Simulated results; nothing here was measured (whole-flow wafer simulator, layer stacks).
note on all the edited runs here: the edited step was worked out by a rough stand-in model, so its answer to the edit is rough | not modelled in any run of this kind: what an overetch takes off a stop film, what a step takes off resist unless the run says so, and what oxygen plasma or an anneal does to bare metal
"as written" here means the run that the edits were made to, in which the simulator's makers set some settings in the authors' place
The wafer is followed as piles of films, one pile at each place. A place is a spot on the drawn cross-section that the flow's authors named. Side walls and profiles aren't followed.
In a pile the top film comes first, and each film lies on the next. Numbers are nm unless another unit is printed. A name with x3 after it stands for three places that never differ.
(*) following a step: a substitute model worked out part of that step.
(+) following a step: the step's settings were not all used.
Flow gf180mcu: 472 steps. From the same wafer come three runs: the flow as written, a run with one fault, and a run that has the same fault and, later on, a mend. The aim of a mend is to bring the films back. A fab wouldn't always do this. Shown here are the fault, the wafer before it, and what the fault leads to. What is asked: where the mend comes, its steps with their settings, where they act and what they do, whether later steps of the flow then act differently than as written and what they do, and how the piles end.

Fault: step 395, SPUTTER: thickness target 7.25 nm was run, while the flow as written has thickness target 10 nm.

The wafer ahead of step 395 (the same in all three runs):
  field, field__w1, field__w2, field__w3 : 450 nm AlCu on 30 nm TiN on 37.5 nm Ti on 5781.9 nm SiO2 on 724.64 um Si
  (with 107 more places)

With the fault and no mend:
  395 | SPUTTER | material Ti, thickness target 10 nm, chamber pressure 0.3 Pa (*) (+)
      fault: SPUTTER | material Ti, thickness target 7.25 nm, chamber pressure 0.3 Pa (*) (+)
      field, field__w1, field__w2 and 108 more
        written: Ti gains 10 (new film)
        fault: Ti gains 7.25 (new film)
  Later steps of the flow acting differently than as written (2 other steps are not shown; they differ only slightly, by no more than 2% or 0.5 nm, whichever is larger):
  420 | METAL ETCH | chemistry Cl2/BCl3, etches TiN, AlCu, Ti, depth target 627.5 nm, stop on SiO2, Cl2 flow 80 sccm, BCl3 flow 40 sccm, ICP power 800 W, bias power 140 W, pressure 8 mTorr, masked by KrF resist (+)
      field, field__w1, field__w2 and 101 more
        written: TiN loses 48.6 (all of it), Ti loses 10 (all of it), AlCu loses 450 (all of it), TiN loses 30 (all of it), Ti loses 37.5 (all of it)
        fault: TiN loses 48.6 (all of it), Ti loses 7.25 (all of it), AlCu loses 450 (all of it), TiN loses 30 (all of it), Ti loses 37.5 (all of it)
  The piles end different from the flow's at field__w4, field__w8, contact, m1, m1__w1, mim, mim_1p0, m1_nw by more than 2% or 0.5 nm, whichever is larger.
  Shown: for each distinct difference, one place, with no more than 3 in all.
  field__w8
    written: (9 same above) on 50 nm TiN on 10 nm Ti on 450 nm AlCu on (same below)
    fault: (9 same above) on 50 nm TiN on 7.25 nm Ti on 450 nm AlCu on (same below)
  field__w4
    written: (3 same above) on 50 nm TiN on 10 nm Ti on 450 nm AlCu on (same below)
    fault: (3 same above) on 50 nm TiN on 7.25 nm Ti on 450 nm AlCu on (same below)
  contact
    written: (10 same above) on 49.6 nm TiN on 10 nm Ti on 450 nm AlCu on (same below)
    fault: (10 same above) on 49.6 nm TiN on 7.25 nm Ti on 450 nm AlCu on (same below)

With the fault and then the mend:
  The mend follows step 395.
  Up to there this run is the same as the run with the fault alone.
  395a | SPUTTER | material Ti, thickness target 2.75 nm, chamber pressure 0.3 Pa (*) (+) (the flow's step 395 again, with other settings)
      field, field__w1, field__w2 and 108 more
        Ti gains 2.75
  Later steps of the flow that are run all act as written at every place that is followed.
  The piles end the same as the flow's at every place that both follow.
